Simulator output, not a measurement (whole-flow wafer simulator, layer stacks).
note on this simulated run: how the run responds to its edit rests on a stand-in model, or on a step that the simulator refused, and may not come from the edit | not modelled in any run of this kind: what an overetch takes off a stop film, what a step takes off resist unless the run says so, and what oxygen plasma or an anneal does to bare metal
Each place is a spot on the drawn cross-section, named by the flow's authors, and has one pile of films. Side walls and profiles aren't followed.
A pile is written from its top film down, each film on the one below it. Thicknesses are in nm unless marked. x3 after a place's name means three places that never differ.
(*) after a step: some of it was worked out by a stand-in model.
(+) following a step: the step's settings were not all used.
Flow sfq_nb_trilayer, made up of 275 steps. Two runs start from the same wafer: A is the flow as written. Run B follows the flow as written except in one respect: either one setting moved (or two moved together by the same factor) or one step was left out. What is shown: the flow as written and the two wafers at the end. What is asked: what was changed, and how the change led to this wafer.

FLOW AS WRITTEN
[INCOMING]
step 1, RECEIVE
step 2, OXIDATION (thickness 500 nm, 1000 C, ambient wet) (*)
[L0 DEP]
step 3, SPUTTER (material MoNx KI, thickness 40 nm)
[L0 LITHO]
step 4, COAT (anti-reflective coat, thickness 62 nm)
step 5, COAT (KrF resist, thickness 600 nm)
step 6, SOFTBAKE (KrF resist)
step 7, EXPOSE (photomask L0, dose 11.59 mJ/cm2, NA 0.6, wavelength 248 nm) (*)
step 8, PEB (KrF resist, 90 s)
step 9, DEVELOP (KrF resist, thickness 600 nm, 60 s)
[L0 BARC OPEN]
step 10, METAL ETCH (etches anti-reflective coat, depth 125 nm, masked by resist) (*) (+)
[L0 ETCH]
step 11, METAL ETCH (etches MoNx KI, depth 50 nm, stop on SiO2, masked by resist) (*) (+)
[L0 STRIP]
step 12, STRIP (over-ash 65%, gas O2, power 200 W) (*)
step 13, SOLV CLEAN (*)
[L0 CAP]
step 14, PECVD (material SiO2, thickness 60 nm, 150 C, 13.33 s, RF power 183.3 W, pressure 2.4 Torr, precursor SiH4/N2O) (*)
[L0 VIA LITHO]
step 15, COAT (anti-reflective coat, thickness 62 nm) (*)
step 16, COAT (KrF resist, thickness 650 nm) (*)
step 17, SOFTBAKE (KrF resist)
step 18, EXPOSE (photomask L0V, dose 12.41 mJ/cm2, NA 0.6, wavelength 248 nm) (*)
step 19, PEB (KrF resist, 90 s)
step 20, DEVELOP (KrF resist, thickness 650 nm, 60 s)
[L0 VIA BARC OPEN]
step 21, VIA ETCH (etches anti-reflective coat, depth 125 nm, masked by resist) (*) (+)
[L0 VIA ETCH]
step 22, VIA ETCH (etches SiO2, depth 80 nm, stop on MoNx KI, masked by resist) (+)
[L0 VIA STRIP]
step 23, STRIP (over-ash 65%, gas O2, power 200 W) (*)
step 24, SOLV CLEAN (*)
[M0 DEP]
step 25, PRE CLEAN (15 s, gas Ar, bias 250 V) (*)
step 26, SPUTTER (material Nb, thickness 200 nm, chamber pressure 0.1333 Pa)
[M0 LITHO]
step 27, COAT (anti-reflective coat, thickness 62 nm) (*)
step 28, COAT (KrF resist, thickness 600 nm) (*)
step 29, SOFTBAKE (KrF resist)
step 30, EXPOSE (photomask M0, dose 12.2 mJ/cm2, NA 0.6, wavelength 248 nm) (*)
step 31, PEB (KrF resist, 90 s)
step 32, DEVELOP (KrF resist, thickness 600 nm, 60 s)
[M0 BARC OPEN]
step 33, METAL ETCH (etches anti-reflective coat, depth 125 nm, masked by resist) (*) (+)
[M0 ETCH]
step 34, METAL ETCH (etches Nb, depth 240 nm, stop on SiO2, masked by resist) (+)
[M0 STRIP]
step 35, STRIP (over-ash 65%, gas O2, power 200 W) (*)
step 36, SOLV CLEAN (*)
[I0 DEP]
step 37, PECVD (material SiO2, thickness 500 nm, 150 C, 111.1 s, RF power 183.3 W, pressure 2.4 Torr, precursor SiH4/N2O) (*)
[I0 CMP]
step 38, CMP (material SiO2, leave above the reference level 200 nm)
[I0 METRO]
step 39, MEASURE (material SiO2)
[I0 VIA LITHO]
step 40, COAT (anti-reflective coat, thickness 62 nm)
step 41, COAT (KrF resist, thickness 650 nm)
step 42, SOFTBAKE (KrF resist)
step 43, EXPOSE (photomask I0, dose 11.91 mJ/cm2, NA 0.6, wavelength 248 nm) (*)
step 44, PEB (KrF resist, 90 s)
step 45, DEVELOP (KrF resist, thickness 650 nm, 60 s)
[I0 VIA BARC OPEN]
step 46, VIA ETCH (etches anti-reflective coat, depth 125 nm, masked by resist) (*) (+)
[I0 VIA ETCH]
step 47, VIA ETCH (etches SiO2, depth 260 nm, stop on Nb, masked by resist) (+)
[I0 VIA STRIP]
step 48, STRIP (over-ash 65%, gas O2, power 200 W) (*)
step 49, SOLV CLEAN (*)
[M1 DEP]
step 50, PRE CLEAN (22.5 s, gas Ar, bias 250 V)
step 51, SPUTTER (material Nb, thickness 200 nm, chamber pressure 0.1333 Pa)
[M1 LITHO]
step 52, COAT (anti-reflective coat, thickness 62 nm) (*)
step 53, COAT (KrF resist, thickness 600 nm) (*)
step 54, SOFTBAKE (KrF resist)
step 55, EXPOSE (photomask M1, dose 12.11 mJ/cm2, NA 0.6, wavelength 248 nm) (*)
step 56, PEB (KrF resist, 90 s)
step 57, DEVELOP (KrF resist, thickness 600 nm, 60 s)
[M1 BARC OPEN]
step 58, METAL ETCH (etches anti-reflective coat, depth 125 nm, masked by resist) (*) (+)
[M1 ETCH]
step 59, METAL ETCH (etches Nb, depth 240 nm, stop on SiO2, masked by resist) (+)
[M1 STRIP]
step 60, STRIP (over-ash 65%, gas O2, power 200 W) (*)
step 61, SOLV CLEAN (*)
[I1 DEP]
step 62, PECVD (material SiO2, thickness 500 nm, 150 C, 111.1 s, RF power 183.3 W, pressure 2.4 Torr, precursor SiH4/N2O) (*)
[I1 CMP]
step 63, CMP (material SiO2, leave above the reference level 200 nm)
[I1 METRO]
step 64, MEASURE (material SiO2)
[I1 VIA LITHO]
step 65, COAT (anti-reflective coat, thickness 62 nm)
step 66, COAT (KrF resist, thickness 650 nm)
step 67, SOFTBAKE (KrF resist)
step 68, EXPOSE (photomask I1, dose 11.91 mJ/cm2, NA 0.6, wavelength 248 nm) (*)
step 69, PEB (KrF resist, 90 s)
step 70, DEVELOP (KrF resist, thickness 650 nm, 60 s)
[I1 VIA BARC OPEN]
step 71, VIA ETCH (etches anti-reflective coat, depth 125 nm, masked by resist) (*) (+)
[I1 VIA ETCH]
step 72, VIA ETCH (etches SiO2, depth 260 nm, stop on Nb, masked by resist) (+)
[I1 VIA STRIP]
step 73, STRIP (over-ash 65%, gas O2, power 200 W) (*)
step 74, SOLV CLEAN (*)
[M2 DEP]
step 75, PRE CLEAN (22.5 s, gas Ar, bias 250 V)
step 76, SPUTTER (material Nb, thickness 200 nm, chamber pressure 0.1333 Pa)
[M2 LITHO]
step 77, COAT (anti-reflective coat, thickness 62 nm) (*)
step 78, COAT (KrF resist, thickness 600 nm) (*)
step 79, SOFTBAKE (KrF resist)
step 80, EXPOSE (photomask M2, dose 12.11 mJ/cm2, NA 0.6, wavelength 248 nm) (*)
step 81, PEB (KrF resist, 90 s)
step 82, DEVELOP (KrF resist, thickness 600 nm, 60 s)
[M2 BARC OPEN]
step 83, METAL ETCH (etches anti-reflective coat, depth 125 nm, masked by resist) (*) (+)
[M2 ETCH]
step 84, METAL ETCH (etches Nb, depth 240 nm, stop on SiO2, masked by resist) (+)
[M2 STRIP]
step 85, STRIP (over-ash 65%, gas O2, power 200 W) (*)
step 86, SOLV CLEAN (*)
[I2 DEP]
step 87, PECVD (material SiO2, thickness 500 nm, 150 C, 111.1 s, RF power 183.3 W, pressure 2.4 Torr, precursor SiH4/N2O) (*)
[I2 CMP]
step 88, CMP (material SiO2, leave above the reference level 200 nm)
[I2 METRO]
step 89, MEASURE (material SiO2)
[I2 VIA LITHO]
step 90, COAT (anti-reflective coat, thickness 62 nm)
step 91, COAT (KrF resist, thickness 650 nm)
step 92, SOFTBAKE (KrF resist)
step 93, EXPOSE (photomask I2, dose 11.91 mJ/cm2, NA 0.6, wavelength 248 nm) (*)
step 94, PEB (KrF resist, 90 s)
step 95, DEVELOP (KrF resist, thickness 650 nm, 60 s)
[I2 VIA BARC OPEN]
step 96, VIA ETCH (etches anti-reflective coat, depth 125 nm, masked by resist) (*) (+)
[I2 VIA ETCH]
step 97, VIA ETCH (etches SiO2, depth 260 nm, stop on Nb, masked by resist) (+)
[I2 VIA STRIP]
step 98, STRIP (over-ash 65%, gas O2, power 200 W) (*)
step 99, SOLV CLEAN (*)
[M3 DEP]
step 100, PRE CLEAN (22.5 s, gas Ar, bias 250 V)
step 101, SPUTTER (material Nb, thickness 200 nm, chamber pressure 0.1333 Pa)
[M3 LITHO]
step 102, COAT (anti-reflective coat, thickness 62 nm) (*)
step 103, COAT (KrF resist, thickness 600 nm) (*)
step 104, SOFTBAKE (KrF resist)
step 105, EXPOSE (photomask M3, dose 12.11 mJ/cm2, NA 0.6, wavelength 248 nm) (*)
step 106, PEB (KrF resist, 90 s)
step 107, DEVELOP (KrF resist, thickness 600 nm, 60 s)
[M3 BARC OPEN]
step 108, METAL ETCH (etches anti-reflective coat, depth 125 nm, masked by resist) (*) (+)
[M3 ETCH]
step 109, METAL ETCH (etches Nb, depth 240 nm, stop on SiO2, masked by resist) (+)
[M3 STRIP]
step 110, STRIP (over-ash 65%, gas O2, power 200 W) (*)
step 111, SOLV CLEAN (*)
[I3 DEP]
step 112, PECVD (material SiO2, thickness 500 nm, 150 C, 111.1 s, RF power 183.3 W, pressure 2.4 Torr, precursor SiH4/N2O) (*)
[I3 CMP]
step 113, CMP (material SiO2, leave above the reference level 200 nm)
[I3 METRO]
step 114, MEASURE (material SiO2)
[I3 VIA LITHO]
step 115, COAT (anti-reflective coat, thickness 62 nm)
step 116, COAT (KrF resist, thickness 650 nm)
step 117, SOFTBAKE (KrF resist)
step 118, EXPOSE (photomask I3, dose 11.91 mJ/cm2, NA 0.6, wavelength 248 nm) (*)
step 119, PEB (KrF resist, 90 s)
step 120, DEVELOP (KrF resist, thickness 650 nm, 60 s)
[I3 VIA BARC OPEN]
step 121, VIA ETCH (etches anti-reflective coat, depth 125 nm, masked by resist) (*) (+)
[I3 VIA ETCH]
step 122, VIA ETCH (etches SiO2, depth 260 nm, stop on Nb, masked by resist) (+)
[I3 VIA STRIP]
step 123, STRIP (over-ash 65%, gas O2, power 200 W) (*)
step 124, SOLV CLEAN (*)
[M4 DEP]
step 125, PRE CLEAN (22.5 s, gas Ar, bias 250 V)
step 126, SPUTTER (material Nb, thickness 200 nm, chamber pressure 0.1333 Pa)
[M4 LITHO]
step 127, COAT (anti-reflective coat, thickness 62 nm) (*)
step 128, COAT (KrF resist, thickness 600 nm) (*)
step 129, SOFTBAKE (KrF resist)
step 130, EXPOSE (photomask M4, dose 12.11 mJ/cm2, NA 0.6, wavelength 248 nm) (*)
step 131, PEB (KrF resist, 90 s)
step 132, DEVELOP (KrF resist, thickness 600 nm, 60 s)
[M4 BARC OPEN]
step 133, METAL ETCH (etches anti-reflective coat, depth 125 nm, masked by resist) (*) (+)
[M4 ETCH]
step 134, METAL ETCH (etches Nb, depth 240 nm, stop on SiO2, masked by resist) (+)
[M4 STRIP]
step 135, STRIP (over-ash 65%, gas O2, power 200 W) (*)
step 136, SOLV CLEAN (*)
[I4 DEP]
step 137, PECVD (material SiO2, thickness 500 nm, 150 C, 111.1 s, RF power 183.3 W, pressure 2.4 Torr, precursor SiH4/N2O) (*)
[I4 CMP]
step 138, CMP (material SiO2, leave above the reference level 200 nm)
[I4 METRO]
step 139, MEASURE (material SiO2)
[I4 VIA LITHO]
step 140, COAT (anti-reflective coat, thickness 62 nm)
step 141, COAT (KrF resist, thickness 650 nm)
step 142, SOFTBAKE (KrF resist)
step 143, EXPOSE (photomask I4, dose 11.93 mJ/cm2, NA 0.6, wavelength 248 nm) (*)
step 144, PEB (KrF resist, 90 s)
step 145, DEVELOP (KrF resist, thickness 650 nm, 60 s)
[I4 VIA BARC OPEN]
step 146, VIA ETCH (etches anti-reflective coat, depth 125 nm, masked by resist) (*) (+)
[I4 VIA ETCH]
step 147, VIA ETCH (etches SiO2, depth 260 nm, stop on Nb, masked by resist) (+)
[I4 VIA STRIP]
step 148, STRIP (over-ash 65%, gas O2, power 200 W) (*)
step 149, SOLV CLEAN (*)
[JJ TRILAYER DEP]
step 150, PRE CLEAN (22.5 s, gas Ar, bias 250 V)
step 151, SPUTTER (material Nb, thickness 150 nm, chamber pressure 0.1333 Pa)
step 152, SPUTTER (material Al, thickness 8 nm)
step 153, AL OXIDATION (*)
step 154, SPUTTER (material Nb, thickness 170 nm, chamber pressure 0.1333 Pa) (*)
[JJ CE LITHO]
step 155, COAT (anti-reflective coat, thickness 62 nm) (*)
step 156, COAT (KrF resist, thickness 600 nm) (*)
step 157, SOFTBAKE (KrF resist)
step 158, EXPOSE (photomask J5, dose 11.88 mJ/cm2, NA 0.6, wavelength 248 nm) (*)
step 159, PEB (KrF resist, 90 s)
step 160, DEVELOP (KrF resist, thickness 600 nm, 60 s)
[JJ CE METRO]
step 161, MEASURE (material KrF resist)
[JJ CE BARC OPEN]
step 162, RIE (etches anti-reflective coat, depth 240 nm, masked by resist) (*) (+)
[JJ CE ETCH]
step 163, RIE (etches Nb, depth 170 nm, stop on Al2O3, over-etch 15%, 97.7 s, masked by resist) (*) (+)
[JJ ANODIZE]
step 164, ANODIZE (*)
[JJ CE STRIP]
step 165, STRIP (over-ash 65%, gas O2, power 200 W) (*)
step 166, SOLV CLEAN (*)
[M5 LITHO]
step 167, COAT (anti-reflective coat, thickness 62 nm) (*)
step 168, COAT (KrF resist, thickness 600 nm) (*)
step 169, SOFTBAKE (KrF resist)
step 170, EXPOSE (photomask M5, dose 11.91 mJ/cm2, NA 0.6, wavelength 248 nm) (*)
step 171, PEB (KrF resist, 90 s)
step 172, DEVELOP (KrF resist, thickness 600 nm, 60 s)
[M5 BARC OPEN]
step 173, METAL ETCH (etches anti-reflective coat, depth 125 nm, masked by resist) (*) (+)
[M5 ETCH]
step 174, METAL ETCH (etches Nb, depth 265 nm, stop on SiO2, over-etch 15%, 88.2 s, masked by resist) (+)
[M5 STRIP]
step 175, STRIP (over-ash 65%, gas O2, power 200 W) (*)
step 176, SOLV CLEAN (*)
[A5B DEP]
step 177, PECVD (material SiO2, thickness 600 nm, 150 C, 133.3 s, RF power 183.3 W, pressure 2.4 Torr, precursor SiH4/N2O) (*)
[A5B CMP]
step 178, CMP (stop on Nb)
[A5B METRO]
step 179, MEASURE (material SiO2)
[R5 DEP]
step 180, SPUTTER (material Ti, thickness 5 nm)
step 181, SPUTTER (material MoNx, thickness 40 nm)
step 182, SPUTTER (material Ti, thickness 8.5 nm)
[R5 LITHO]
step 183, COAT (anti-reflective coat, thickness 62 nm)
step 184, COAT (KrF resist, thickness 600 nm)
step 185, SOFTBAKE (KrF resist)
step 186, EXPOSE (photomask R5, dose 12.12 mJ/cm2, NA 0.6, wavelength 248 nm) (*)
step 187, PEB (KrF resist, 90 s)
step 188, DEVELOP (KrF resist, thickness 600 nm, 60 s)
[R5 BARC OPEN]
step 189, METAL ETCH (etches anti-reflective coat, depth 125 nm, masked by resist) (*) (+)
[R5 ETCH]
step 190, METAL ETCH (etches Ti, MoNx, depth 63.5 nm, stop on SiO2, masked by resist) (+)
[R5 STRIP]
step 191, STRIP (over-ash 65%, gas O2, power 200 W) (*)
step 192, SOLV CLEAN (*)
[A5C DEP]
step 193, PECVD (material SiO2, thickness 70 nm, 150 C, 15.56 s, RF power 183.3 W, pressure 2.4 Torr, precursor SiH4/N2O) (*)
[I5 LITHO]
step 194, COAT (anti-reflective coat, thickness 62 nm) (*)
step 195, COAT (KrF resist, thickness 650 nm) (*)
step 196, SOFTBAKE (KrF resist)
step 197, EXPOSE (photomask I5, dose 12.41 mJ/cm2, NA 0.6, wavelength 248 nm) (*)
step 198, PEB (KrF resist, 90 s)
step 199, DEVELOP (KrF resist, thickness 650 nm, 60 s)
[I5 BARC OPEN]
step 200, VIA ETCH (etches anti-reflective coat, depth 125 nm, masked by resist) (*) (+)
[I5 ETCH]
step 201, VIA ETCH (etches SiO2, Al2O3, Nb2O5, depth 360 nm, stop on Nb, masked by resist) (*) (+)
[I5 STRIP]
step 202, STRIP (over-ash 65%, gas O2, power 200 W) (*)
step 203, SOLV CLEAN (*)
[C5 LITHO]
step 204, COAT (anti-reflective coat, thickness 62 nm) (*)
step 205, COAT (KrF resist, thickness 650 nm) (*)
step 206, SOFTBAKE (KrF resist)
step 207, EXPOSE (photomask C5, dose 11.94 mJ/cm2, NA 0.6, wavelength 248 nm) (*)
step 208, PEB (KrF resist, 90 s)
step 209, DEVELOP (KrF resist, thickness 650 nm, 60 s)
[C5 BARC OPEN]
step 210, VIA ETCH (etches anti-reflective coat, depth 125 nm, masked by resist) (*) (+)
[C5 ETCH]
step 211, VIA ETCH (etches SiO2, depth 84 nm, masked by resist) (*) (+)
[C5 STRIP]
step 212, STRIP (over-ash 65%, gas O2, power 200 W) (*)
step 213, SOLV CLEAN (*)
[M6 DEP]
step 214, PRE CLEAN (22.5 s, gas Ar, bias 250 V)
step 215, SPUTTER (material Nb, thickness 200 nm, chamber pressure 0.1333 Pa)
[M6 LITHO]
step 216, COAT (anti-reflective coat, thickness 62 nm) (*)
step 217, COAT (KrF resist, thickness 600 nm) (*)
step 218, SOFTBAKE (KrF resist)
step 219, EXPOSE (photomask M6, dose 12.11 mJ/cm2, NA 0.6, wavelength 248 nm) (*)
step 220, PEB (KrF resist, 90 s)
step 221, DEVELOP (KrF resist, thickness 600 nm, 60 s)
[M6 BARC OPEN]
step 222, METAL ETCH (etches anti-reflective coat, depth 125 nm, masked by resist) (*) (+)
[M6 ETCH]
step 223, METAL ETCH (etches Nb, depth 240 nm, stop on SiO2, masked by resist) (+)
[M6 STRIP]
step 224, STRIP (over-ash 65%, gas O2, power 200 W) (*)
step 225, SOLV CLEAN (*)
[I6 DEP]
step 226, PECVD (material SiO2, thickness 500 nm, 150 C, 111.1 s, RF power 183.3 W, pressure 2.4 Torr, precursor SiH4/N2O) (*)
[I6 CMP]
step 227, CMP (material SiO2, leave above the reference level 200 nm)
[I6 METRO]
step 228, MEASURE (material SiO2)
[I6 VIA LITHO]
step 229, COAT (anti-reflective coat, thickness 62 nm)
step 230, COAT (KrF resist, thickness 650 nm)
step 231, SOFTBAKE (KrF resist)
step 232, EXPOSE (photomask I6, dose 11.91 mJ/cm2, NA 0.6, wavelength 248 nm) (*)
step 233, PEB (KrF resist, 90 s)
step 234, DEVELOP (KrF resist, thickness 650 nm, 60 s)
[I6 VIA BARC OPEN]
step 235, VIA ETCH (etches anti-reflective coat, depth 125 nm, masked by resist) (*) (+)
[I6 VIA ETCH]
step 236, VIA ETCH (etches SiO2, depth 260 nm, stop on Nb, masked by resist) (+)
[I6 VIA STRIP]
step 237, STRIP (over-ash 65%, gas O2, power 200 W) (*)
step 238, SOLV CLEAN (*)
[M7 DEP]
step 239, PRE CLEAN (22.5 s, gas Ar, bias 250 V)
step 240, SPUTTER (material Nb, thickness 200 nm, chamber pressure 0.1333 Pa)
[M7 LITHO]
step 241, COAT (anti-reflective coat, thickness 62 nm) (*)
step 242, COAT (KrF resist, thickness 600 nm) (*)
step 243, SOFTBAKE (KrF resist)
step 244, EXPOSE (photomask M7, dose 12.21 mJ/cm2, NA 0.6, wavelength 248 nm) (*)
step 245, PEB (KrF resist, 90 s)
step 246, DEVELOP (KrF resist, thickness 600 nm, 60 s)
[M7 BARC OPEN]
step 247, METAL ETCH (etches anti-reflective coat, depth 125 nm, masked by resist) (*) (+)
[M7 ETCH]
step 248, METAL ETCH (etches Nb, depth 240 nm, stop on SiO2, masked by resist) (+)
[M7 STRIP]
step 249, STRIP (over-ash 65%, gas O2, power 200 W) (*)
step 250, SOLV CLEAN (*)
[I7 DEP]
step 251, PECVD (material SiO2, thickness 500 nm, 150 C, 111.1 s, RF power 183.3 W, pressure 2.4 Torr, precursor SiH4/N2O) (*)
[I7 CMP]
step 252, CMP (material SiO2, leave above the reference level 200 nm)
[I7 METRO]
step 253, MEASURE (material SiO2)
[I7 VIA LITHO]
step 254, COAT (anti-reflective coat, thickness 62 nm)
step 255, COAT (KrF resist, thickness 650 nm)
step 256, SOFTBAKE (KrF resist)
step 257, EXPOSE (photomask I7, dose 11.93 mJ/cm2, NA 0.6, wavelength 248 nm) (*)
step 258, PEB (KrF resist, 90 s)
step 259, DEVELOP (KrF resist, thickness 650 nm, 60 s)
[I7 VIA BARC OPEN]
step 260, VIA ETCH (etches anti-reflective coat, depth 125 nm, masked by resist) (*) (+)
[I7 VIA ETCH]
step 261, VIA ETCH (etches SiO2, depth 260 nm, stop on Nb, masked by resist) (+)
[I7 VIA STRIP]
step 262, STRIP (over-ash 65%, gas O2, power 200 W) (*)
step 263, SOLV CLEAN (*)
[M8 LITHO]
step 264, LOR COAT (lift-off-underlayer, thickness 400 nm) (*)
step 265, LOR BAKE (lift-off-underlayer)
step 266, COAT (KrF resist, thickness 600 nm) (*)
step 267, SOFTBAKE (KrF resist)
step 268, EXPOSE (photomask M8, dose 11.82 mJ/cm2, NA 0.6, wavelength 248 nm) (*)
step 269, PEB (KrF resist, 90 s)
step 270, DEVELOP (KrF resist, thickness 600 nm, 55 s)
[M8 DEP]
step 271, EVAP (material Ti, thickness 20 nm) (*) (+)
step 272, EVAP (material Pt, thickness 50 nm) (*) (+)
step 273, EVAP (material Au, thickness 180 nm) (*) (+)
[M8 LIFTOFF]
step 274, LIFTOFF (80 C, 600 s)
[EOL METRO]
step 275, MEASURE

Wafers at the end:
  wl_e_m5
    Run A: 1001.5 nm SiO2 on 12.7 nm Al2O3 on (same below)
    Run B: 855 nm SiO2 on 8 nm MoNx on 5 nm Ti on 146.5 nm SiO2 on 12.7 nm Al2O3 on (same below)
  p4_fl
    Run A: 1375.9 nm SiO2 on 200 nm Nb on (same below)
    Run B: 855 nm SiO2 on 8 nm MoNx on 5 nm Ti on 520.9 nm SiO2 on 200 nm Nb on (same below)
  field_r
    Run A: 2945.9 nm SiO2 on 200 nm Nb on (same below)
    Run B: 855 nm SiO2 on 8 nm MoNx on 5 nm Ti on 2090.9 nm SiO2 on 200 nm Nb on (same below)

The reason: step 181, SPUTTER: thickness 63 nm was run, while the flow as written has thickness 40 nm.

The path from the change to this, step by step:
  step 181, SPUTTER (material MoNx, thickness 40 nm)
      field_l, v_sur, via_wl and 103 more: A +40 MoNx (new film) | B +63 MoNx (new film)
  step 190, METAL ETCH (etches Ti, MoNx, depth 63.5 nm, stop on SiO2, masked by resist) (+)
      field_l, v_sur, via_wl and 92 more: A -8.5 Ti (all of it), -40 MoNx (all of it), -5 Ti (all of it) | B -8.5 Ti (all of it), -55 MoNx
      ce_l, c5j, ce_r, wl_jj: A -8.5 Ti (all of it), -40 MoNx (all of it), -5 Ti (all of it), -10 Nb | B -8.5 Ti (all of it), -55 MoNx
  step 193, PECVD (material SiO2, thickness 70 nm, 150 C, 15.56 s, RF power 183.3 W, pressure 2.4 Torr, precursor SiH4/N2O) (*)
      field_l, v_sur, via_wl and 92 more: A +70 SiO2 | B +70 SiO2 (new film)
  step 194, COAT (anti-reflective coat, thickness 62 nm) (*)
      wl_j_sl, wl_j_sr: A +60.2 anti-reflective coat (new film) | B +62 anti-reflective coat (new film)
      r5r_spacepad_l, r5r_spacepad_r: A +84.4 anti-reflective coat (new film) | B +88.7 anti-reflective coat (new film)
      (and at 12 other places as well)
  step 201, VIA ETCH (etches SiO2, Al2O3, Nb2O5, depth 360 nm, stop on Nb, masked by resist) (*) (+)
      be: A -216.4 SiO2 (all of it), -12.7 Al2O3 (all of it), -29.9 Nb2O5 (all of it) | B -69.8 SiO2 (all of it), -8 MoNx (all of it), -5 Ti (all of it), -146.5 SiO2 (all of it), -12.7 Al2O3 (all of it), -29.9 Nb2O5 (all of it)
  step 202, STRIP (over-ash 65%, gas O2, power 200 W) (*)
      wl_j_sl, wl_j_sr: A -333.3 KrF resist (all of it), -60.2 anti-reflective coat (all of it) | B -333 KrF resist (all of it), -62 anti-reflective coat (all of it)
      r5r_spacepad_l, r5r_spacepad_r: A -335.6 KrF resist (all of it), -84.4 anti-reflective coat (all of it) | B -335.9 KrF resist (all of it), -88.7 anti-reflective coat (all of it)
      (and at 12 other places as well)
  step 204, COAT (anti-reflective coat, thickness 62 nm) (*)
      wl_j_sl, wl_j_sr: A +60.2 anti-reflective coat (new film) | B +62 anti-reflective coat (new film)
      r5r_spacepad_l, r5r_spacepad_r: A +84.4 anti-reflective coat (new film) | B +88.7 anti-reflective coat (new film)
      (and at 12 other places as well)
  step 210, VIA ETCH (etches anti-reflective coat, depth 125 nm, masked by resist) (*) (+)
      c5j: A -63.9 anti-reflective coat (all of it), -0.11 SiO2 | B -61.2 anti-reflective coat (all of it), -0.11 SiO2
  step 211, VIA ETCH (etches SiO2, depth 84 nm, masked by resist) (*) (+)
      c5j: A -69.9 SiO2 (all of it), -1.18 Nb | B -69.9 SiO2 (all of it)
  step 212, STRIP (over-ash 65%, gas O2, power 200 W) (*)
      wl_j_sl, wl_j_sr: A -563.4 KrF resist (all of it), -60.2 anti-reflective coat (all of it) | B -564 KrF resist (all of it), -62 anti-reflective coat (all of it)
      r5r_spacepad_l, r5r_spacepad_r: A -565.8 KrF resist (all of it), -84.4 anti-reflective coat (all of it) | B -566.9 KrF resist (all of it), -88.7 anti-reflective coat (all of it)
      (and at 11 other places as well)
  step 214, PRE CLEAN (22.5 s, gas Ar, bias 250 V)
      c5j: A -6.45 Nb | B -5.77 MoNx
  step 215, SPUTTER (material Nb, thickness 200 nm, chamber pressure 0.1333 Pa)
      c5j: A +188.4 Nb | B +189.1 Nb (new film)
  step 216, COAT (anti-reflective coat, thickness 62 nm) (*)
      r5r_line_l, r5r_line_c, r5r_line_r: A +50 anti-reflective coat (new film) | B +48.6 anti-reflective coat (new film)
      wl_j_sl, wl_j_sr: A +60.2 anti-reflective coat (new film) | B +62 anti-reflective coat (new film)
      (and at 11 other places as well)
  step 222, METAL ETCH (etches anti-reflective coat, depth 125 nm, masked by resist) (*) (+)
      r5r_line_l, r5r_line_c, r5r_line_r: A -50 anti-reflective coat (all of it) | B -48.6 anti-reflective coat (all of it)
      r5r_spacepad_l, r5r_spacepad_r: A -85.7 anti-reflective coat (all of it) | B -90.7 anti-reflective coat (all of it)
      (and at 1 other place as well)
  step 224, STRIP (over-ash 65%, gas O2, power 200 W) (*)
      wl_j_sl, wl_j_sr: A -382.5 KrF resist (all of it), -60.2 anti-reflective coat (all of it) | B -382.4 KrF resist (all of it), -62 anti-reflective coat (all of it)
      be: A -575.8 KrF resist (all of it), -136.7 anti-reflective coat (all of it) | B -587.6 KrF resist (all of it), -138.9 anti-reflective coat (all of it)
      (and at 8 other places as well)
  step 226, PECVD (material SiO2, thickness 500 nm, 150 C, 111.1 s, RF power 183.3 W, pressure 2.4 Torr, precursor SiH4/N2O) (*)
      be: A +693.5 SiO2 (new film) | B +709.4 SiO2 (new film)
  step 227, CMP (material SiO2, leave above the reference level 200 nm)
      r5r_line_l, r5r_spacepad_l, r5r_spacepad_r, r5r_line_c, r5r_line_r: A -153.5 SiO2 | B -163.5 SiO2
      ce_l, ce_r, wl_jj: A -290 SiO2 | B -300 SiO2
      (and at 5 other places as well)
Taking metal films that touch as one body, wl_e_m5 has 7 bodies (between them, from the top down: SiO2 146.5 / Al2O3 12.7 / Nb2O5 29.9; SiO2 192.5; SiO2 192.5; SiO2 192.5; SiO2 192.5; SiO2 192.5); the flow as written gives 6 bodies (between them, from the top down: SiO2 192.5; SiO2 192.5; SiO2 192.5; SiO2 192.5; SiO2 192.5).
Taking metal films that touch as one body, p4_fl has 3 bodies (between them, from the top down: SiO2 520.9; SiO2 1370); the flow as written gives 2 bodies (between them, from the top down: SiO2 1370).
Taking metal films that touch as one body, field_r has 2 bodies (between them, from the top down: SiO2 2090.9); the flow as written gives 1 body.
